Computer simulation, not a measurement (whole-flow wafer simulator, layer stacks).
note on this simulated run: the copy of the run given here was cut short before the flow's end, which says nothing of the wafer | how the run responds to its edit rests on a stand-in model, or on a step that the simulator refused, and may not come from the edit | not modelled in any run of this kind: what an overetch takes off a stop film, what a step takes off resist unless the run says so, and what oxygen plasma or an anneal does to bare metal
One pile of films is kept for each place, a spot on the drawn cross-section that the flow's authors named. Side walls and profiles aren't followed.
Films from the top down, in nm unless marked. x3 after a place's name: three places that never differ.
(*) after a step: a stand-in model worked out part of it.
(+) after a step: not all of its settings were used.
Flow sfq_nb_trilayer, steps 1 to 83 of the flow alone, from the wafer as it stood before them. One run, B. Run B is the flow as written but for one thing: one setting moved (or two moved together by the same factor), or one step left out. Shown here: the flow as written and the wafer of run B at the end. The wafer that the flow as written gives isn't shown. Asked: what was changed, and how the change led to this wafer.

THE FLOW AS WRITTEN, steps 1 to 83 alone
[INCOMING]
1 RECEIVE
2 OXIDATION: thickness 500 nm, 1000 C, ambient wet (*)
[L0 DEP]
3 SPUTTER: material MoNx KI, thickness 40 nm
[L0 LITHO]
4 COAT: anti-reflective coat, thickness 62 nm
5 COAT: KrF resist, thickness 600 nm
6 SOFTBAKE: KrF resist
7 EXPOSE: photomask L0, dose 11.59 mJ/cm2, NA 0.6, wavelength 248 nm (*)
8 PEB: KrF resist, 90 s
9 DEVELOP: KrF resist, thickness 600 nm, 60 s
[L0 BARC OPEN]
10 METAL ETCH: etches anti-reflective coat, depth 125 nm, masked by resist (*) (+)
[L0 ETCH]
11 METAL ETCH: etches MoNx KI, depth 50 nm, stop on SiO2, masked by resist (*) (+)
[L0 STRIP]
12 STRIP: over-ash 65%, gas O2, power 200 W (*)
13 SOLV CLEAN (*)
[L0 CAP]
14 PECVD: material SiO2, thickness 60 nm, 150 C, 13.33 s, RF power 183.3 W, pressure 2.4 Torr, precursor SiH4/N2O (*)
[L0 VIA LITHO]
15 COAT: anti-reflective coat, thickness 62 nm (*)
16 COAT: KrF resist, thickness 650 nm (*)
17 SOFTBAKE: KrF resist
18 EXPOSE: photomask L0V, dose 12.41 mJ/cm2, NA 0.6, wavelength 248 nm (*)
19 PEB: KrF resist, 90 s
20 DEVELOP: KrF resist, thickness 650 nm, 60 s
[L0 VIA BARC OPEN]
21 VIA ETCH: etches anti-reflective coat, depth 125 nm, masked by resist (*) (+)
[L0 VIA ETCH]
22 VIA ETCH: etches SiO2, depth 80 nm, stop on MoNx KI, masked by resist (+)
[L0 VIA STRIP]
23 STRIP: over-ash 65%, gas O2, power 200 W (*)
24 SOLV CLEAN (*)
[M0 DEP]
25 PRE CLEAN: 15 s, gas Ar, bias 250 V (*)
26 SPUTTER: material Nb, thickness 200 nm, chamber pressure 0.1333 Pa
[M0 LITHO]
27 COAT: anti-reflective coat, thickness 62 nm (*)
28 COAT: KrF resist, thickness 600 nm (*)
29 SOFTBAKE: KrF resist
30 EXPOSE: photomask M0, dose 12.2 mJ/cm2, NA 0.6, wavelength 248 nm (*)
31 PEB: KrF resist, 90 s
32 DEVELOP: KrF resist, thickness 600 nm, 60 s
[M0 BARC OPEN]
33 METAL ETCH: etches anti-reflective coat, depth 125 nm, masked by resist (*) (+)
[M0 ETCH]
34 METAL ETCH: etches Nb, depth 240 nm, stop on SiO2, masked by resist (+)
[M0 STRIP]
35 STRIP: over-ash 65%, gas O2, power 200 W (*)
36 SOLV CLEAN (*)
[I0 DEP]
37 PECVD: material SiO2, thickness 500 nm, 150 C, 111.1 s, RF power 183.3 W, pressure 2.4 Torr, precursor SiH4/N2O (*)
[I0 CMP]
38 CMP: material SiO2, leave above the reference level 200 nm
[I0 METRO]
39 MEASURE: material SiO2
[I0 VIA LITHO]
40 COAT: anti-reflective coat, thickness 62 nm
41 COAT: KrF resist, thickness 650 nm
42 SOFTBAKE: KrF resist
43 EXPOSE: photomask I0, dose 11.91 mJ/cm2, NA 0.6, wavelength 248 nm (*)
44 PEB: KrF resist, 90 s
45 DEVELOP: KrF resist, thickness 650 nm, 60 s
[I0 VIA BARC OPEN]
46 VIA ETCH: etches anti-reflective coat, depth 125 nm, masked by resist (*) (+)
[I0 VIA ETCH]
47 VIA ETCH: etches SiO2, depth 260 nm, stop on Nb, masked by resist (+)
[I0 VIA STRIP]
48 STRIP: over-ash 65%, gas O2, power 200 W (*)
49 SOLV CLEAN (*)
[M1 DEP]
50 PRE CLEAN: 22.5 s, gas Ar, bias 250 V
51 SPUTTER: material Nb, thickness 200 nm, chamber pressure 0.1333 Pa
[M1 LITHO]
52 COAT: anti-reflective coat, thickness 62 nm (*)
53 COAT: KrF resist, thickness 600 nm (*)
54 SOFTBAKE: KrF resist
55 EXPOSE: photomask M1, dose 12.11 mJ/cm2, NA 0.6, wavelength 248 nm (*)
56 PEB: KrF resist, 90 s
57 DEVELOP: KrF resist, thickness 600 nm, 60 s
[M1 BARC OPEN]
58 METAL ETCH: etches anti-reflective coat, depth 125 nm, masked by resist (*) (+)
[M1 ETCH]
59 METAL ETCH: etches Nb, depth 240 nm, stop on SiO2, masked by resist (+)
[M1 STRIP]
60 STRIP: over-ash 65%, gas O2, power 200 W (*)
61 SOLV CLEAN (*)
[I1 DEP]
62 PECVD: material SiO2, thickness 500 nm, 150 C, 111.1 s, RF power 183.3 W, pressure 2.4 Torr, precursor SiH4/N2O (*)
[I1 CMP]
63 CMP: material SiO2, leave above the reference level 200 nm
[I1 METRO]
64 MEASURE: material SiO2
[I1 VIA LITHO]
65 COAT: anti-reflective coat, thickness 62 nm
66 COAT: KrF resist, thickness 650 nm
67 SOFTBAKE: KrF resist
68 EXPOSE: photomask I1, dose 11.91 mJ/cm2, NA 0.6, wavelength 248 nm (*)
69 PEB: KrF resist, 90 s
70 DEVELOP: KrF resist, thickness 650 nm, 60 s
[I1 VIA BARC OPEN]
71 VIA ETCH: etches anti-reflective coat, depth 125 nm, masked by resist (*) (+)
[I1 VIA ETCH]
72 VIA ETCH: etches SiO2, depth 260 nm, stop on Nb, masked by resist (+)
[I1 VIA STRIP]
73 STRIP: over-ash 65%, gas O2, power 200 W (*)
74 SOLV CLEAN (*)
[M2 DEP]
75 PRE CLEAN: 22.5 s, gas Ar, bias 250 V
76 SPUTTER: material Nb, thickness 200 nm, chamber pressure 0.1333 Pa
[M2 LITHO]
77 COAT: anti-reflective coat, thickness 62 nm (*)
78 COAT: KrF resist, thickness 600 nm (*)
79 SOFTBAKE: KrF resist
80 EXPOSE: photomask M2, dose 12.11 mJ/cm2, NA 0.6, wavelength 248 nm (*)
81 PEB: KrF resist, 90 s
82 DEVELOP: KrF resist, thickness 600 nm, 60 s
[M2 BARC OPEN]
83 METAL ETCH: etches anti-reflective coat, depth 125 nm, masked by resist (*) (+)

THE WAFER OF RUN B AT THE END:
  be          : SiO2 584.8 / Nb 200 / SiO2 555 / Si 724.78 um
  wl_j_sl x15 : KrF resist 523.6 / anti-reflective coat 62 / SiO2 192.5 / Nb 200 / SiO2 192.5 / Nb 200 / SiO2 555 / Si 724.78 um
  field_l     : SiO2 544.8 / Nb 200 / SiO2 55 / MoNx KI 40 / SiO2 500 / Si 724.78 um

The cause: step 76, SPUTTER: material Nb, thickness 200 nm, chamber pressure 0.1333 Pa, was left out.

How the change led to this, step by step:
  77 COAT: anti-reflective coat, thickness 62 nm (*)
      via_v: anti-reflective coat +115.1 (new film) (as written it would be: anti-reflective coat +123.1 (new film))
Counting metal films that touch as one body, be has 1 body; the flow as written gives 2 bodies (between them, from the top down: SiO2 585).
Counting metal films that touch as one body, wl_j_sl x15 has 2 bodies (between them, from the top down: SiO2 192.5); the flow as written gives 3 bodies (between them, from the top down: SiO2 192.5; SiO2 192.5).
Counting metal films that touch as one body, field_l has 2 bodies (between them, from the top down: SiO2 55); the flow as written gives 3 bodies (between them, from the top down: SiO2 545; SiO2 55).
